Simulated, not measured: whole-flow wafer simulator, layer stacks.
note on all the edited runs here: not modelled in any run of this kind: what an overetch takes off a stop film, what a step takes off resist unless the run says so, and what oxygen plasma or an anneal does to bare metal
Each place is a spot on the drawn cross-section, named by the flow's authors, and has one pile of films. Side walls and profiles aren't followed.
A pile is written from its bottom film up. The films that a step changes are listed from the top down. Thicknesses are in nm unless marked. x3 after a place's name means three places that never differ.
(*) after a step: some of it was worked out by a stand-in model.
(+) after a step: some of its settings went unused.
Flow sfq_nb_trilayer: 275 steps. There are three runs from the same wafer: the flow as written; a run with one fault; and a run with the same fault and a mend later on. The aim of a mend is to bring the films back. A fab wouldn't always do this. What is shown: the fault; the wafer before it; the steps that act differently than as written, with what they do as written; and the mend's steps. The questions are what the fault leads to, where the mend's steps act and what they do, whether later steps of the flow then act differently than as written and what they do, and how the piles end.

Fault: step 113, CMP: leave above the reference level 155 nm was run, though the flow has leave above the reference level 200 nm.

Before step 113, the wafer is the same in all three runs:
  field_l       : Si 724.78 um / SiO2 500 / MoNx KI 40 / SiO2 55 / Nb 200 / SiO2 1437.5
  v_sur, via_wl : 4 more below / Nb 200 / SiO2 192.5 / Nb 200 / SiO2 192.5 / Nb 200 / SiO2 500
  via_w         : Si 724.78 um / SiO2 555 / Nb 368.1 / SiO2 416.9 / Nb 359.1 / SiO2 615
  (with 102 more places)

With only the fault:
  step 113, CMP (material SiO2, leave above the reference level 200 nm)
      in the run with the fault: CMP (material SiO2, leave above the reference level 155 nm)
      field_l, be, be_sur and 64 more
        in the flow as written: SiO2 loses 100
        in the run with the fault: SiO2 loses 145
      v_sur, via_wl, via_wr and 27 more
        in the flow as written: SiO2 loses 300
        in the run with the fault: SiO2 loses 345
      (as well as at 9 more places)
  Steps further on in the flow that do not act as written (4 other steps are not shown; they differ only slightly, by no more than 2% or 0.5 nm, whichever is larger):
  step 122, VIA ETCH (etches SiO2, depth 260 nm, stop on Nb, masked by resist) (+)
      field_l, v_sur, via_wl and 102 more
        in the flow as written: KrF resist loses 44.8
        in the run with the fault: KrF resist loses 40
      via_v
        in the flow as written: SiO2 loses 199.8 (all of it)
        in the run with the fault: SiO2 loses 154.8 (all of it)
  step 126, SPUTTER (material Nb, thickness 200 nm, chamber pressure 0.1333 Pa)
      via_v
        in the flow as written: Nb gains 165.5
        in the run with the fault: Nb gains 175.4
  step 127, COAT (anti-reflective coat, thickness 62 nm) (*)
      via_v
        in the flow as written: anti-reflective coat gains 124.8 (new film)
        in the run with the fault: anti-reflective coat gains 113.5 (new film)
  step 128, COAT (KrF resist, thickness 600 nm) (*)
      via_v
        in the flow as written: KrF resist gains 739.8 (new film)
        in the run with the fault: KrF resist gains 703.3 (new film)
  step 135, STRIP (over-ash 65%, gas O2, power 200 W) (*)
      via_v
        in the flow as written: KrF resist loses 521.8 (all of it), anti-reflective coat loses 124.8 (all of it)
        in the run with the fault: KrF resist loses 485.4 (all of it), anti-reflective coat loses 113.5 (all of it)
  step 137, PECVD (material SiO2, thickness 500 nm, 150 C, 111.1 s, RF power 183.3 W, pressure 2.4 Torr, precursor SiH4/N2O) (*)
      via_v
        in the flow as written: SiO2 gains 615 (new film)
        in the run with the fault: SiO2 gains 535.6 (new film)
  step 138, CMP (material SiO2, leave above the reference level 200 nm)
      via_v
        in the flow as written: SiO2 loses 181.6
        in the run with the fault: SiO2 loses 157.1
  At v_sur, via_wl, via_w and 78 more, the piles at the end differ from the flow's by more than 2% or 0.5 nm, whichever is larger.
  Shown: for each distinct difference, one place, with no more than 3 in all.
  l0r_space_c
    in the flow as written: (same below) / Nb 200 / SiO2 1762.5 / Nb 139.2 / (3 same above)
    in the run with the fault: (same below) / Nb 200 / SiO2 1717.5 / Nb 139.2 / (3 same above)
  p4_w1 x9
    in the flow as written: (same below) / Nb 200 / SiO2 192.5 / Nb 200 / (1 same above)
    in the run with the fault: (same below) / Nb 200 / SiO2 147.5 / Nb 200 / (1 same above)
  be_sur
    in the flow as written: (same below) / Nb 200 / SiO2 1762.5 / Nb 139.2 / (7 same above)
    in the run with the fault: (same below) / Nb 200 / SiO2 1717.5 / Nb 139.2 / (7 same above)

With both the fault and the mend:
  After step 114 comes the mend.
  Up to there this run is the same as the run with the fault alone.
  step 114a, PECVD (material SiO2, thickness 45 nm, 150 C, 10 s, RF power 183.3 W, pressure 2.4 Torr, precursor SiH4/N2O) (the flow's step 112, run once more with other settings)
      field_l, v_sur, via_wl and 103 more
        SiO2 gains 45
  Every later step of the flow that is run acts as written, at every place that is followed, to within 2% or 0.5 nm, whichever is larger.
  The piles end the same as the flow's at every place that both follow.
